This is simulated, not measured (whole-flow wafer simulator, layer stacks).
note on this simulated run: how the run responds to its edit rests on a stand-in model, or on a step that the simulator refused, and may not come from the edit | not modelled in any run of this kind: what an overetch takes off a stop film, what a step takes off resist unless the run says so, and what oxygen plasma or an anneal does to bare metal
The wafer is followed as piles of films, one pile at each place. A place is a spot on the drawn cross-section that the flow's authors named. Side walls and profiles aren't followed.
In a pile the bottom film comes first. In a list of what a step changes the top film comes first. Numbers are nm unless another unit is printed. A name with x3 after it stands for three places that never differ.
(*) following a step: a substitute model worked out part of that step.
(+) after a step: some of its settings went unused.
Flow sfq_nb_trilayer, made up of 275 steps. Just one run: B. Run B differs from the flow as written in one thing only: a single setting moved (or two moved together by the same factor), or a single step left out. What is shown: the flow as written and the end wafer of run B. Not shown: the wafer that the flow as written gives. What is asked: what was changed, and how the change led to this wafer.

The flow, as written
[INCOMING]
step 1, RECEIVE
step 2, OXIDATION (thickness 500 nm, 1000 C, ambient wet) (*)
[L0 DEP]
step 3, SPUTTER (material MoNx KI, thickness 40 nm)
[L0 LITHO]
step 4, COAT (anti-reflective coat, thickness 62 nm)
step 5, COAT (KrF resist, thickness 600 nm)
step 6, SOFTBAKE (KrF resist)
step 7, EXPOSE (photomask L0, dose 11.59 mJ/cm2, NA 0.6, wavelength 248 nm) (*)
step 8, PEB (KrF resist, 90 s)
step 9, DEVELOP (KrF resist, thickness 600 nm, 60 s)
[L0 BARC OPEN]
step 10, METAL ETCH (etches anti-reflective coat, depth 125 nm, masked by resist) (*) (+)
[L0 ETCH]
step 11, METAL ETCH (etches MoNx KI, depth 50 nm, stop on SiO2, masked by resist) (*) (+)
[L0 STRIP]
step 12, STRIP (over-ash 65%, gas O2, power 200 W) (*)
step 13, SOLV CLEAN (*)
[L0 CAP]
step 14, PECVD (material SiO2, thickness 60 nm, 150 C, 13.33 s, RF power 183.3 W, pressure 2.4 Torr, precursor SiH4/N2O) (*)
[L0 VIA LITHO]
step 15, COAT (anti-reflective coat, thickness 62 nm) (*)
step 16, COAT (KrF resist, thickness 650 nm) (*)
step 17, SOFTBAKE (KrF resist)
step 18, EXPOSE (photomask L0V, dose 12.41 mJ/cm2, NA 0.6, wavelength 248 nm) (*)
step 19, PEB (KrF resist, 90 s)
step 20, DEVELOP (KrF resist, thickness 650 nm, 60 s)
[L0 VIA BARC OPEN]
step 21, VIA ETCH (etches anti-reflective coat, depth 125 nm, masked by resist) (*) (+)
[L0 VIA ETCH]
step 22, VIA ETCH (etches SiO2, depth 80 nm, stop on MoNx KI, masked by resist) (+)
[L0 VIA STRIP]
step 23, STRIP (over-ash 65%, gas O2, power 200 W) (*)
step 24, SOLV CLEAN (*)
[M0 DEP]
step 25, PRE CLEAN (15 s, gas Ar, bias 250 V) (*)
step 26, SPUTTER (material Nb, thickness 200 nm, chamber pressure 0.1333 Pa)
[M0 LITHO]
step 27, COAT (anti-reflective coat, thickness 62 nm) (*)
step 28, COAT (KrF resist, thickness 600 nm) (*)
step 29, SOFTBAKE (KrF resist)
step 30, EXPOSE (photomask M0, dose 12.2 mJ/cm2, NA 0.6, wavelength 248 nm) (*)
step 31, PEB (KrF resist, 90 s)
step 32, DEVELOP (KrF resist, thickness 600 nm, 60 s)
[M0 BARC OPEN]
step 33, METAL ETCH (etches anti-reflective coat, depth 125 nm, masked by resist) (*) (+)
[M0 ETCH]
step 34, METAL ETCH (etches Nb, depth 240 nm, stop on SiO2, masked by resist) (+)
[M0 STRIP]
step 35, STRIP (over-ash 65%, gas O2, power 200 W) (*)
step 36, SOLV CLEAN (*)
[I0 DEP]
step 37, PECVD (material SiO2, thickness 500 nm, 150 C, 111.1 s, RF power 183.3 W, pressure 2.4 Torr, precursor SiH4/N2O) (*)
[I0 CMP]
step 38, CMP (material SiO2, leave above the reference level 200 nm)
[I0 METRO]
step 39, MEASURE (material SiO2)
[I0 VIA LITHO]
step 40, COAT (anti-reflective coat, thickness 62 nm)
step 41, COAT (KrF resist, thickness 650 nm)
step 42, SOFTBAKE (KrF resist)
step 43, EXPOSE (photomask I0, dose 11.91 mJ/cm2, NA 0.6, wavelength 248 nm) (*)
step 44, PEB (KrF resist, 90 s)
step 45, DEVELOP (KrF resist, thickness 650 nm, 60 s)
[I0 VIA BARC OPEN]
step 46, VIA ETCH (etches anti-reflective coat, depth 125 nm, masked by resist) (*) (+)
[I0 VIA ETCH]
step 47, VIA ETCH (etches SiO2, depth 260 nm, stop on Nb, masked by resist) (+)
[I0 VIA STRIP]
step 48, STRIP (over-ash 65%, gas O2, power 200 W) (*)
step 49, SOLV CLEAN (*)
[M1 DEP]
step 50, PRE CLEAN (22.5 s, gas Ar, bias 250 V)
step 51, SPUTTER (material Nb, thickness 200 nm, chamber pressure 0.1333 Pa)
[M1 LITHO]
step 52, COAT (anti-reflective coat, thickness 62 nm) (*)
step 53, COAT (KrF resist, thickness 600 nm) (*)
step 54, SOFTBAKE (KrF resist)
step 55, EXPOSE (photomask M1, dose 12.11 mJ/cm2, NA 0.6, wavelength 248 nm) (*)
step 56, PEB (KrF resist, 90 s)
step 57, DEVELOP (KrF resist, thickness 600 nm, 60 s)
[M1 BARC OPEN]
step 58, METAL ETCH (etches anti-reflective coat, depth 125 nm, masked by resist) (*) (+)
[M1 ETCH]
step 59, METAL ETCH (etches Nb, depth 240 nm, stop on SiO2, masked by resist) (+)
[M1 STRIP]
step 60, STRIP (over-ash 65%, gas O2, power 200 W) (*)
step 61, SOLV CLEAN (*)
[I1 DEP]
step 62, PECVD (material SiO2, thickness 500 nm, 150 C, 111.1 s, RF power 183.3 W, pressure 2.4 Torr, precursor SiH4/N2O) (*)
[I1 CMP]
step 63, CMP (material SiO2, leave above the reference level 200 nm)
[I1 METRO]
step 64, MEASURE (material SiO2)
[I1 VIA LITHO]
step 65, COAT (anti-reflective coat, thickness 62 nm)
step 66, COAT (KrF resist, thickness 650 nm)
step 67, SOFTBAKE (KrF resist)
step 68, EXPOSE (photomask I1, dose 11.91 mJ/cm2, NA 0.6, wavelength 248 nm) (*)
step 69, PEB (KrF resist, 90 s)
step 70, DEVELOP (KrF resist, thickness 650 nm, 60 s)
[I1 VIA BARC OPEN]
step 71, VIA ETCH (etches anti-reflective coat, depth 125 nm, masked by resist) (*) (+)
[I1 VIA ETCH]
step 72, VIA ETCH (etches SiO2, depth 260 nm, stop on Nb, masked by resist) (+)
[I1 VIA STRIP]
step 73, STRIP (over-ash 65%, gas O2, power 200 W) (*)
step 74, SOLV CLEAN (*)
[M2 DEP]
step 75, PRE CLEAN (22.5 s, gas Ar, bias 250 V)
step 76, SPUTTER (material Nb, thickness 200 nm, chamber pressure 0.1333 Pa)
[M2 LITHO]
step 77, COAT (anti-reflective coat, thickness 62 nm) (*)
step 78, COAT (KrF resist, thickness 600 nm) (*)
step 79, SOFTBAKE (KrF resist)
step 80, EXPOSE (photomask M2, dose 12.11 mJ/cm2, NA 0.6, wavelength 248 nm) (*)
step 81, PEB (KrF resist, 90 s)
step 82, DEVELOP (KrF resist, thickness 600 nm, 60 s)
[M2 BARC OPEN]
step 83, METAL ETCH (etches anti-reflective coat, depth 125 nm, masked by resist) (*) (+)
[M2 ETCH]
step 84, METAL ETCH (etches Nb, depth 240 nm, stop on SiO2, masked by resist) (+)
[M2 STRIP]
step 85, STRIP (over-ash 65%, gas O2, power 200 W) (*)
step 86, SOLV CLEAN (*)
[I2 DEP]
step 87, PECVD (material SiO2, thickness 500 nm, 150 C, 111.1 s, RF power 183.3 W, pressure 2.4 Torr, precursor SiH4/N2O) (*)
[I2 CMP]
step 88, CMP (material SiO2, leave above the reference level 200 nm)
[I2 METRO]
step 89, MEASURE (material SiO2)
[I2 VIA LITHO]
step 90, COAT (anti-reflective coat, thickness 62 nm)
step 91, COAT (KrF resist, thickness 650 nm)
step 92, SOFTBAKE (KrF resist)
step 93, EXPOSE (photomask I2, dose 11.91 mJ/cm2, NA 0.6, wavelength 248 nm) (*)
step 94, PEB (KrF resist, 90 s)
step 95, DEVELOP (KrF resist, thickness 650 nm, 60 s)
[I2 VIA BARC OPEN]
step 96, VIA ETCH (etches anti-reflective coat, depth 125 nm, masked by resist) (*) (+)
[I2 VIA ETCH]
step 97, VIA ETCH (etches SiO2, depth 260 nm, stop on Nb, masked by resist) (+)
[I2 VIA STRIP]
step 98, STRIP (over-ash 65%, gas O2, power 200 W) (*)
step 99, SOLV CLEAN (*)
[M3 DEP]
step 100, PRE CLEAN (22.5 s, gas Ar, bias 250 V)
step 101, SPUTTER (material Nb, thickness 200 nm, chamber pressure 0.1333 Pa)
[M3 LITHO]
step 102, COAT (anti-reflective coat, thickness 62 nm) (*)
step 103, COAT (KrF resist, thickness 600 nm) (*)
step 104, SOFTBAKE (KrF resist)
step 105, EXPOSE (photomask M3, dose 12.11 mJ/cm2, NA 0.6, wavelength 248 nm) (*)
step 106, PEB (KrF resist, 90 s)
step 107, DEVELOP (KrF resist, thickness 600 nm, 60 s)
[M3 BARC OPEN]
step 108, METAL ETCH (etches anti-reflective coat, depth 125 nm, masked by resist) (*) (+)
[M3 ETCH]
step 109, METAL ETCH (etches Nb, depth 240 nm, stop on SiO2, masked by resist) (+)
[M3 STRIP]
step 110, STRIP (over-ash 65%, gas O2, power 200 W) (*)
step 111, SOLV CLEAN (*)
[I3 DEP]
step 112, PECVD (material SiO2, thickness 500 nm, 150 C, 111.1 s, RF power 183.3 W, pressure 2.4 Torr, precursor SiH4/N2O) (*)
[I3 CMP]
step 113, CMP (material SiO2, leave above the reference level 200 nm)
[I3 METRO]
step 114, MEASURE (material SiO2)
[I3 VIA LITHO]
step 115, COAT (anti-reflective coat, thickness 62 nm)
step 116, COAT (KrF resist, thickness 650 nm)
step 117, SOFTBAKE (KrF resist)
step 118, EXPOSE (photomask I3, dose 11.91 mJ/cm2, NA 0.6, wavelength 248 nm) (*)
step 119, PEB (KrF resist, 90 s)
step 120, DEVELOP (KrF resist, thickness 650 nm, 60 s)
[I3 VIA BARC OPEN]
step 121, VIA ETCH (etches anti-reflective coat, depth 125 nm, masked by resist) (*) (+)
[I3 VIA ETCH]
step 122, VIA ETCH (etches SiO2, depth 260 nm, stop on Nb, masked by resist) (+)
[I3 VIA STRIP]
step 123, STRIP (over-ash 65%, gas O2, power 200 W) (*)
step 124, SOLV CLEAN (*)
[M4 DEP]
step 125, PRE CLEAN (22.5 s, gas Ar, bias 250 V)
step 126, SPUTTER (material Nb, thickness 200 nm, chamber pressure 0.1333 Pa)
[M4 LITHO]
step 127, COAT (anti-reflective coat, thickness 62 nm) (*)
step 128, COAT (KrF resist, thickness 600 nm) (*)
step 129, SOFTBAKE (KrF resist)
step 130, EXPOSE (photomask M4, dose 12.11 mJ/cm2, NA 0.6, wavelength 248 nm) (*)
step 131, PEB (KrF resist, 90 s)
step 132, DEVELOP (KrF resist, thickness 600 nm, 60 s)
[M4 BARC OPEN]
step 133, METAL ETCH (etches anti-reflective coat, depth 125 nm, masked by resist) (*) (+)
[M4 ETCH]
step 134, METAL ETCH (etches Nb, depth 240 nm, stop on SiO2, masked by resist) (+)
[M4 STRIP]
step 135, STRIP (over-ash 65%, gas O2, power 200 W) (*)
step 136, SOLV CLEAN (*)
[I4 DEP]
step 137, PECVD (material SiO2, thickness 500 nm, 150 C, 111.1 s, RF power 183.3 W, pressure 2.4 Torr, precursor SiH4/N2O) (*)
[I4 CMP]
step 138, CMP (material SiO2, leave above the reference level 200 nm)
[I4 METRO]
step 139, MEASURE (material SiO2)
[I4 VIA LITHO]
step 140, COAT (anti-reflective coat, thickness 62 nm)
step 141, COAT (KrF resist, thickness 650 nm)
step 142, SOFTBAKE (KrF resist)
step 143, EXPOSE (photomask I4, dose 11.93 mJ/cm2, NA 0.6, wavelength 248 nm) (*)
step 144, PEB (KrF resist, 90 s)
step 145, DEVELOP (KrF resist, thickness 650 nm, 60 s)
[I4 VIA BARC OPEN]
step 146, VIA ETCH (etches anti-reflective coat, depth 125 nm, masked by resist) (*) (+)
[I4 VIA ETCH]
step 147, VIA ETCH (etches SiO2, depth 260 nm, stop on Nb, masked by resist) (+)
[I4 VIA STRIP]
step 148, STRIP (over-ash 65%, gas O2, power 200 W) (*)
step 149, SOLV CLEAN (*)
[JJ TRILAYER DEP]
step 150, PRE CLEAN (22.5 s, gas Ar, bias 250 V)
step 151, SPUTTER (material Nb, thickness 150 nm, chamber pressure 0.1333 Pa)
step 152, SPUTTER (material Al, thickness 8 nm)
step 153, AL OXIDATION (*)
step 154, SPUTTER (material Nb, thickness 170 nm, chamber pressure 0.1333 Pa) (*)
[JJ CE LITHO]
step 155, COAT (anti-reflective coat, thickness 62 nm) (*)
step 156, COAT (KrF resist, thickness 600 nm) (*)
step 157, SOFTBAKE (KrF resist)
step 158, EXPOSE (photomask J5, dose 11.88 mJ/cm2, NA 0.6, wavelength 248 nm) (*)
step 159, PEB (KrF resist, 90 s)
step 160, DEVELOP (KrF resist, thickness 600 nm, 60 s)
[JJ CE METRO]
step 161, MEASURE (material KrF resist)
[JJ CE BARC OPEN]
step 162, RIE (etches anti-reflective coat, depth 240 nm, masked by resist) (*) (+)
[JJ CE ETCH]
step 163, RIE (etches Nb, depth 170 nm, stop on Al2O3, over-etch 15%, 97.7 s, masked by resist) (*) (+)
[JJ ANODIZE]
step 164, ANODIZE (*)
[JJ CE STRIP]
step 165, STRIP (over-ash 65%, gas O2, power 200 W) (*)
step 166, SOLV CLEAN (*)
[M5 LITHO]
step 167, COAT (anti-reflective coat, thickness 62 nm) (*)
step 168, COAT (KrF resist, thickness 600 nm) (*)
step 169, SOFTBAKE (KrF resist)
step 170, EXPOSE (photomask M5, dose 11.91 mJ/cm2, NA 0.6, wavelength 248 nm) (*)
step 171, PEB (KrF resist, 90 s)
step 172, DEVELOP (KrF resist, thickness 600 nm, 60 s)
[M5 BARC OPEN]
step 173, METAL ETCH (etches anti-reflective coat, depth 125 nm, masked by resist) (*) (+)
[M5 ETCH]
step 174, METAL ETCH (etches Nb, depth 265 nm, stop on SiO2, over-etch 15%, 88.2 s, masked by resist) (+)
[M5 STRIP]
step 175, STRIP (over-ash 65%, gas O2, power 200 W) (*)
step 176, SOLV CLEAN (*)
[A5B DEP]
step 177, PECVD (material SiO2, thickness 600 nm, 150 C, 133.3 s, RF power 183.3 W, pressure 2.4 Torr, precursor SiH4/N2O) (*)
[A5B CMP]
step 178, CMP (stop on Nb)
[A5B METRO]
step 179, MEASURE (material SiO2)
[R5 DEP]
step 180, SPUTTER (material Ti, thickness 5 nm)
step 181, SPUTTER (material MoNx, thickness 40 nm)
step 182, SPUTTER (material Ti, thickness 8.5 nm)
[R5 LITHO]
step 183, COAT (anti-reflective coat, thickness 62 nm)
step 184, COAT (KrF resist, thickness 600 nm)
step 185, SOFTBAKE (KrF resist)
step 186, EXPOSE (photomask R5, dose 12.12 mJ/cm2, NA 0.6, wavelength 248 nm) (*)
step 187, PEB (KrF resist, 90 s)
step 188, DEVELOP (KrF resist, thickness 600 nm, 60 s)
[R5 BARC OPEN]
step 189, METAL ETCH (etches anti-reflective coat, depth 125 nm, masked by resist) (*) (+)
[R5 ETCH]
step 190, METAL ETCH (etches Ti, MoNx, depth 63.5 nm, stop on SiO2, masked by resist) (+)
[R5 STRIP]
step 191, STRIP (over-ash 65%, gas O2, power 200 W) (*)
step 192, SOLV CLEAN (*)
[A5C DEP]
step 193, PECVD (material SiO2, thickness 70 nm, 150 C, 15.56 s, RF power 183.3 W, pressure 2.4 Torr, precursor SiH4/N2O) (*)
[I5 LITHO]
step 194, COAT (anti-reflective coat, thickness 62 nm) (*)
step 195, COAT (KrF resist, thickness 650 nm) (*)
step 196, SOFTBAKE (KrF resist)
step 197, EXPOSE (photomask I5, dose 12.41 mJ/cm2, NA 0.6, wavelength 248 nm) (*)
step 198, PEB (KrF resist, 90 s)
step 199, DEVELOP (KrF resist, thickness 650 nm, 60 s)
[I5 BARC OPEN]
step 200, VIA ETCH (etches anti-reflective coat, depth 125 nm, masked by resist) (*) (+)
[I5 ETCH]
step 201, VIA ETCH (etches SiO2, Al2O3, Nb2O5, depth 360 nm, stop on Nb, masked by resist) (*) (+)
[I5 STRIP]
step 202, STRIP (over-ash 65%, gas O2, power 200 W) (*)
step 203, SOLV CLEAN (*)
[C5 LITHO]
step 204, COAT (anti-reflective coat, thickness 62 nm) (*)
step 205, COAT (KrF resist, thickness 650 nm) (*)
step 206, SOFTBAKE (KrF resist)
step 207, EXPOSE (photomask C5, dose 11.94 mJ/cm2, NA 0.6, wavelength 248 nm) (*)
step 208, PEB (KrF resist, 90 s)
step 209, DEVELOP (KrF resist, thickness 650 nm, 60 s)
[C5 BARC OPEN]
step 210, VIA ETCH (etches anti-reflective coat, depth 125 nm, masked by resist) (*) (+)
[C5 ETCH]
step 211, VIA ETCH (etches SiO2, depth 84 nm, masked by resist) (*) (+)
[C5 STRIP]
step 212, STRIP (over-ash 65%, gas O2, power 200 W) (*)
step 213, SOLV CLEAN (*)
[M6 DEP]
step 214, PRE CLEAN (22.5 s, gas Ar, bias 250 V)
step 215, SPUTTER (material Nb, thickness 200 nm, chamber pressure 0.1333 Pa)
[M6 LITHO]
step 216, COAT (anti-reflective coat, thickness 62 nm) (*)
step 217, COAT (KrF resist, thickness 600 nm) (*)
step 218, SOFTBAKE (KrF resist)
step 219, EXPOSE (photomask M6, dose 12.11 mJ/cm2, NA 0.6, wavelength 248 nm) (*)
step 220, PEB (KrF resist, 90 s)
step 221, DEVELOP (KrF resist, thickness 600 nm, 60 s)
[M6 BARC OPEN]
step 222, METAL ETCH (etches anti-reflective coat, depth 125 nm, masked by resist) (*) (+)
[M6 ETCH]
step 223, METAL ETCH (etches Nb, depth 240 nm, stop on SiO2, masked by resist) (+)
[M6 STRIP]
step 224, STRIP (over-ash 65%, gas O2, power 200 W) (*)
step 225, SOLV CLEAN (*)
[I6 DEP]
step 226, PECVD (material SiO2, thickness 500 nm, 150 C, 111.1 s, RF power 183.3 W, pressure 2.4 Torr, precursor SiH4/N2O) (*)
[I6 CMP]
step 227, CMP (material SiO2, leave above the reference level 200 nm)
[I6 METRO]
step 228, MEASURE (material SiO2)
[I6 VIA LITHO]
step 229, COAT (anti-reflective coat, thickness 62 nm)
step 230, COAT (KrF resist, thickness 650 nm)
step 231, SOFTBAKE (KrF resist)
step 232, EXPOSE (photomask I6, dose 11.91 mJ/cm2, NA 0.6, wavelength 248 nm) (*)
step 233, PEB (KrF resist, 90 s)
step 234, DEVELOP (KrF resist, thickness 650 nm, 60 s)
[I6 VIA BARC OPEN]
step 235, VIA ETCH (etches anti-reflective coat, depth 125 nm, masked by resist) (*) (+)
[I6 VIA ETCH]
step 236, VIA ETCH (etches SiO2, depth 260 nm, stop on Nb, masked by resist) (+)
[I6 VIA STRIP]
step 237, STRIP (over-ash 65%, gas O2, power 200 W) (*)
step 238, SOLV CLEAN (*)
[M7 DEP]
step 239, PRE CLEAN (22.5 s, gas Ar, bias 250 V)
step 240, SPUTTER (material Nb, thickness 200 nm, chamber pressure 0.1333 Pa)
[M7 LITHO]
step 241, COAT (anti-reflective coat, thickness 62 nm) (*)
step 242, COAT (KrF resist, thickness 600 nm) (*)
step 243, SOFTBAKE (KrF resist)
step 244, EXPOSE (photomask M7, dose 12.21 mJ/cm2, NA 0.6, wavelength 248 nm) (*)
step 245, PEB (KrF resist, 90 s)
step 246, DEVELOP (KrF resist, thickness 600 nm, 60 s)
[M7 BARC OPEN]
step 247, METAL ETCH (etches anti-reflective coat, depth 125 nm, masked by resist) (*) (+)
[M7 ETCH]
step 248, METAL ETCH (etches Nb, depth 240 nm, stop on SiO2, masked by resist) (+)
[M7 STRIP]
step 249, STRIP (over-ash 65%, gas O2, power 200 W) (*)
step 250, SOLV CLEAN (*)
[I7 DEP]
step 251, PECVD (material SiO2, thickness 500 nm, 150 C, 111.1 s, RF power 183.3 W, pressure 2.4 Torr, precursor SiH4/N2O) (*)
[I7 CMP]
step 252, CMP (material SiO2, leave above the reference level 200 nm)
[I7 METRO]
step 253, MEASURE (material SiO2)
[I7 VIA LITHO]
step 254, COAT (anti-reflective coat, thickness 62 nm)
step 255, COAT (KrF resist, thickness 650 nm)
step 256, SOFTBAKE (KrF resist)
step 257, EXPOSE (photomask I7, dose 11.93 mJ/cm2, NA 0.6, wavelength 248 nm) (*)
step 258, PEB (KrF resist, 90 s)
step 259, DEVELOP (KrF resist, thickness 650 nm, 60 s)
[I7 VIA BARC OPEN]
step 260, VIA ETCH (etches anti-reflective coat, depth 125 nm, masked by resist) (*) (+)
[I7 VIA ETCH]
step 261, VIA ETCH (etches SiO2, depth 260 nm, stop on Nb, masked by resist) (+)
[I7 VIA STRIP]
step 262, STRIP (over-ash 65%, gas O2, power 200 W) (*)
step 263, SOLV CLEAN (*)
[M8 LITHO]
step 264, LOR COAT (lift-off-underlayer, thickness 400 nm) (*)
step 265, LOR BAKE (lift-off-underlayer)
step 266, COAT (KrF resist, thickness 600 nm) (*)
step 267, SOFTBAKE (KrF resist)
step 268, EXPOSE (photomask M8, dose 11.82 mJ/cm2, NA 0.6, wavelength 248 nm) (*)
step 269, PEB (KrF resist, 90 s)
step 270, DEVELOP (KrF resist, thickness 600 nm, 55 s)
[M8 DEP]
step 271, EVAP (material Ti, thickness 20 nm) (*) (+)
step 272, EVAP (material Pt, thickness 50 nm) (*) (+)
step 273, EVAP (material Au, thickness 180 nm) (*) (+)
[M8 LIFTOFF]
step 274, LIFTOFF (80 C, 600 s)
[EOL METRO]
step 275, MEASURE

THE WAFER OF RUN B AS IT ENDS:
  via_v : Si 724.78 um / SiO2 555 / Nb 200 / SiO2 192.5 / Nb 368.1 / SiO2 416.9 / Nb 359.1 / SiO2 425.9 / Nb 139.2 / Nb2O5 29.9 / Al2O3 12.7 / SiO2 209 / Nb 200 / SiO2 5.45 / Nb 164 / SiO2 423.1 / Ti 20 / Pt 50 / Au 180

What caused this: step 236, VIA ETCH: depth 186.9 nm was run, whereas the flow has depth 260 nm.

How this came from the change, step by step:
  step 236, VIA ETCH (etches SiO2, depth 260 nm, stop on Nb, masked by resist) (+)
      via_v: SiO2 loses 186.9 (as written it would have been: SiO2 loses 199.8 (all of it))
      field_l, v_sur, via_wl and 102 more: KrF resist loses 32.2 (as written it would have been: KrF resist loses 44.8)
  step 237, STRIP (over-ash 65%, gas O2, power 200 W) (*)
      field_l, v_sur, via_wl and 102 more: KrF resist loses 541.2 (all of it), anti-reflective coat loses 62 (all of it) (as written it would have been: KrF resist loses 528.6 (all of it), anti-reflective coat loses 62 (all of it))
  step 239, PRE CLEAN (22.5 s, gas Ar, bias 250 V)
      via_v: SiO2 loses 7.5 (as written it would have been: Nb loses 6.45)
  step 240, SPUTTER (material Nb, thickness 200 nm, chamber pressure 0.1333 Pa)
      via_v: Nb gains 164 (new film) (as written it would have been: Nb gains 161.1)
  step 241, COAT (anti-reflective coat, thickness 62 nm) (*)
      via_v: anti-reflective coat gains 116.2 (new film) (as written it would have been: anti-reflective coat gains 126 (new film))
      wire: anti-reflective coat gains 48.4 (new film) (as written it would have been: anti-reflective coat gains 50.3 (new film))
  step 249, STRIP (over-ash 65%, gas O2, power 200 W) (*)
      via_v: KrF resist loses 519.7 (all of it), anti-reflective coat loses 116.2 (all of it) (as written it would have been: KrF resist loses 524.5 (all of it), anti-reflective coat loses 126 (all of it))
      wire: KrF resist loses 375.8 (all of it), anti-reflective coat loses 48.4 (all of it) (as written it would have been: KrF resist loses 374.1 (all of it), anti-reflective coat loses 50.3 (all of it))
  step 251, PECVD (material SiO2, thickness 500 nm, 150 C, 111.1 s, RF power 183.3 W, pressure 2.4 Torr, precursor SiH4/N2O) (*)
      via_v: SiO2 gains 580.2 (new film) (as written it would have been: SiO2 gains 621 (new film))
  step 252, CMP (material SiO2, leave above the reference level 200 nm)
      via_v: SiO2 loses 157.1 (as written it would have been: SiO2 loses 183.1)
Taking metal films that touch as one body, via_v has 7 bodies (between them, from the top down: SiO2 423.1; SiO2 5.45; SiO2 209 / Al2O3 12.7 / Nb2O5 29.9; SiO2 425.9; SiO2 416.9; SiO2 192.5); the flow as written gives 6 bodies (between them, from the top down: SiO2 437.8; SiO2 209 / Al2O3 12.7 / Nb2O5 29.9; SiO2 425.9; SiO2 416.9; SiO2 192.5).
